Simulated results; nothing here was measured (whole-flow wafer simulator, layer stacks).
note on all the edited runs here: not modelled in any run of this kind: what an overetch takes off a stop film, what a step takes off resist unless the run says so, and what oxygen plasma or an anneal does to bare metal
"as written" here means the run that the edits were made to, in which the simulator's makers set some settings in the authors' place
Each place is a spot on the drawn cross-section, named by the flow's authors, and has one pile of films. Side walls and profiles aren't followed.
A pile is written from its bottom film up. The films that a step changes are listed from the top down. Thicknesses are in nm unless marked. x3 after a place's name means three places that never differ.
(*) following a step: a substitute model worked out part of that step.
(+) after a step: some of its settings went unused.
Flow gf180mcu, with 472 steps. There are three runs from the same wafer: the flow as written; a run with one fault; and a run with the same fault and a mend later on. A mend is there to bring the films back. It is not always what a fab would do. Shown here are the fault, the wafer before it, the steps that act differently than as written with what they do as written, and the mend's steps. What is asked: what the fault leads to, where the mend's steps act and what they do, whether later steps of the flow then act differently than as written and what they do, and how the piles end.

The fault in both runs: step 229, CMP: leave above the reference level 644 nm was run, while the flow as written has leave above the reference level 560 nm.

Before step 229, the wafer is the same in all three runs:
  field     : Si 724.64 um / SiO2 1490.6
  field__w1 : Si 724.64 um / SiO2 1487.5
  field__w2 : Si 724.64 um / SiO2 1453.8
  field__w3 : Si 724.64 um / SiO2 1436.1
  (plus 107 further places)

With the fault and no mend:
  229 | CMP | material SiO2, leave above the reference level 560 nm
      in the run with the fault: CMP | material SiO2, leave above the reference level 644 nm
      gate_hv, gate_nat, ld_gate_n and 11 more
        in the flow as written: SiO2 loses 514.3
        in the run with the fault: SiO2 loses 430.3
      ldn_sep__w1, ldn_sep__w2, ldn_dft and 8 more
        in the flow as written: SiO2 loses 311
        in the run with the fault: SiO2 loses 227
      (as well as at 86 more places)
  Steps further on in the flow that do not act as written (2 other steps are not shown; they differ only slightly, by no more than 2% or 0.5 nm, whichever is larger):
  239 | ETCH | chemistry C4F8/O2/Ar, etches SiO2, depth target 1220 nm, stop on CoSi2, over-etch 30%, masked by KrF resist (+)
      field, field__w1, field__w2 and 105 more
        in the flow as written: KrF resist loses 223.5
        in the run with the fault: KrF resist loses 244
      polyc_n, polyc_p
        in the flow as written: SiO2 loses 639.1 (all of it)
        in the run with the fault: SiO2 loses 723.1 (all of it)
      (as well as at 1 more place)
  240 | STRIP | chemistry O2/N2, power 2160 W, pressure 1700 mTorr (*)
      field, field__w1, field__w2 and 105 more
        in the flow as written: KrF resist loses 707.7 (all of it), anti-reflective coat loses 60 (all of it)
        in the run with the fault: KrF resist loses 687.2 (all of it), anti-reflective coat loses 60 (all of it)
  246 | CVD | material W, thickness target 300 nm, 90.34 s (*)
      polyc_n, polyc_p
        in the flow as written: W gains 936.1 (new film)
        in the run with the fault: W gains 1020.1 (new film)
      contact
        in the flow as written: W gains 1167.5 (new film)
        in the run with the fault: W gains 1252.2 (new film)
  At field__w8, contact, m1 and 6 more, the piles at the end differ from the flow's by more than 2% or 0.5 nm, whichever is larger.
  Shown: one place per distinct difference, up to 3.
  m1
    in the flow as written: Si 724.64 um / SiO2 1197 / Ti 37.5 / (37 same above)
    in the run with the fault: Si 724.64 um / SiO2 1281 / Ti 37.5 / (37 same above)
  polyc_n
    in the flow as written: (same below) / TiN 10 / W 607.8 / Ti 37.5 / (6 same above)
    in the run with the fault: (same below) / TiN 10 / W 691.8 / Ti 37.5 / (6 same above)
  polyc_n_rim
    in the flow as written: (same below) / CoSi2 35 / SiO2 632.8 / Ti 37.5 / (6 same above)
    in the run with the fault: (same below) / CoSi2 35 / SiO2 716.8 / Ti 37.5 / (6 same above)

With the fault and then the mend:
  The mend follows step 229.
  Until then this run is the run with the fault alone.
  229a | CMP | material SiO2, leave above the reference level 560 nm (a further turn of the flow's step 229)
      field, field__w1, field__w2 and 108 more
        SiO2 loses 84
  Later steps of the flow that are run all act as written at every place that is followed.
  By the end, the piles equal the flow's at every place that both follow.
